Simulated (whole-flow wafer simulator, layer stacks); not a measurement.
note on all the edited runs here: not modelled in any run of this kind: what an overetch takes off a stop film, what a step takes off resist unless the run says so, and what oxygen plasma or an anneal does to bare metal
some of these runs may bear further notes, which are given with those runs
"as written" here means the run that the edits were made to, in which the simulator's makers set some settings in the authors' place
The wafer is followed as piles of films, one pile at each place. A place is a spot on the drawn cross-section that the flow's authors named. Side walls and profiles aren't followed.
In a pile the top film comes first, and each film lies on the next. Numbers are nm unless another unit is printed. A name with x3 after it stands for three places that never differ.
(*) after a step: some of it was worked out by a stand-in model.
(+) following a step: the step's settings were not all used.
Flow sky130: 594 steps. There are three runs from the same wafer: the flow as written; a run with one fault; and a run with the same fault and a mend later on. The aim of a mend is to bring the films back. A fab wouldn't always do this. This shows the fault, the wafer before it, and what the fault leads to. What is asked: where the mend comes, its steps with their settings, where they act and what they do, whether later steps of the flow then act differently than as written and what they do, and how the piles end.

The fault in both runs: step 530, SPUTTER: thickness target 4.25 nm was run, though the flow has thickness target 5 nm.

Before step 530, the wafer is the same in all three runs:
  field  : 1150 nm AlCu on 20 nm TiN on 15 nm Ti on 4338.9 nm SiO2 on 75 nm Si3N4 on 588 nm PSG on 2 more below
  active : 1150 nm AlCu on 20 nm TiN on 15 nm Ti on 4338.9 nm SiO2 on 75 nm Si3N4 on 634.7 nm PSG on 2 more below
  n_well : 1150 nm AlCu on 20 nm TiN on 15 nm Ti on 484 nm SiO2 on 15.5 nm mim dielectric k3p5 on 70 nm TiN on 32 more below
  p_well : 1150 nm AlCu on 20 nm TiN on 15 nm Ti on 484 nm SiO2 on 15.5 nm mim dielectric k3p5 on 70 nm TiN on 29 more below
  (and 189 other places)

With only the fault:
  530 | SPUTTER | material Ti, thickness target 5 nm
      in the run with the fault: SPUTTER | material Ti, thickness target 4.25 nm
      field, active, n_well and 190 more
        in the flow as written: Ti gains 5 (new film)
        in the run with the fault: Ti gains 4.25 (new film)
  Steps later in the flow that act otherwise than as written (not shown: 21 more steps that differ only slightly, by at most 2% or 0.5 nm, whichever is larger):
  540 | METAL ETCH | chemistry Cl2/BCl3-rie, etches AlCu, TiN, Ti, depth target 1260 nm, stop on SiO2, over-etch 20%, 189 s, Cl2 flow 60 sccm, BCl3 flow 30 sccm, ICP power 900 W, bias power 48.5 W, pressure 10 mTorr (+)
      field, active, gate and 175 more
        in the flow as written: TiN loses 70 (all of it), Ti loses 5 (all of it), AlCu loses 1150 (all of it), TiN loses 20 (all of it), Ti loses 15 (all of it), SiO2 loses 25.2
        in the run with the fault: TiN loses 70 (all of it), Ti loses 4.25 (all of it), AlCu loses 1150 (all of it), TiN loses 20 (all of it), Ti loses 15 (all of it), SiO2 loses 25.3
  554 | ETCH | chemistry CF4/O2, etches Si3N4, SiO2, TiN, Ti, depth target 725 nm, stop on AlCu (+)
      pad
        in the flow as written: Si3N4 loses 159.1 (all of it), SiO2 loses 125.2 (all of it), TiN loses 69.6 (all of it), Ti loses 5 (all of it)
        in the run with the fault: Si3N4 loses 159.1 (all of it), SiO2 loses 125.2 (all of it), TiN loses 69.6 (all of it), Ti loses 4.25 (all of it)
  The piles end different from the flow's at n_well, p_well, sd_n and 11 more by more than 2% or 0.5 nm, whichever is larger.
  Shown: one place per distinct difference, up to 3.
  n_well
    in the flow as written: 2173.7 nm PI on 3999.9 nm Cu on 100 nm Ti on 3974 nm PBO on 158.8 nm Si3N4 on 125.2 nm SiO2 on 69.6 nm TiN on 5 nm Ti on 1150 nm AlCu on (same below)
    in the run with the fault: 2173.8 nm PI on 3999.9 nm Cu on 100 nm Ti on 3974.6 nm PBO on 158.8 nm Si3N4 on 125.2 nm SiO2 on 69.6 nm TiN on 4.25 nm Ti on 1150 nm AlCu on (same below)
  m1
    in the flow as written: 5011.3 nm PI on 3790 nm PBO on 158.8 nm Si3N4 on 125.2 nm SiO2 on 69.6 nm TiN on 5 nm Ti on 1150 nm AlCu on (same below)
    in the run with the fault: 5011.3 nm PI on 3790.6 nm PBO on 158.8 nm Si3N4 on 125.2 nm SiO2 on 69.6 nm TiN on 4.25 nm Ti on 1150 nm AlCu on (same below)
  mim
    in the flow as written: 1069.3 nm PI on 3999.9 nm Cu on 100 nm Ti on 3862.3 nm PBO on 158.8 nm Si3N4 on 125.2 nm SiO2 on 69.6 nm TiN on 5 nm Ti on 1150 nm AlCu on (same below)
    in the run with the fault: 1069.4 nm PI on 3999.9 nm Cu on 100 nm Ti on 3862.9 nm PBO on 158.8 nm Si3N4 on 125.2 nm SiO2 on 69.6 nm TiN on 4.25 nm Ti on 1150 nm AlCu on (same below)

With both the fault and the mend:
  The mend follows step 530.
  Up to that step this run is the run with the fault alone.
  530a | SPUTTER | material Ti, thickness target 0.75 nm (*) (a further turn of the flow's step 530, with different settings)
      field, active, n_well and 190 more
        Ti gains 0.75
  Later steps of the flow that are run all act as written at every place that is followed.
  The piles end the same as the flow's at every place that both follow.
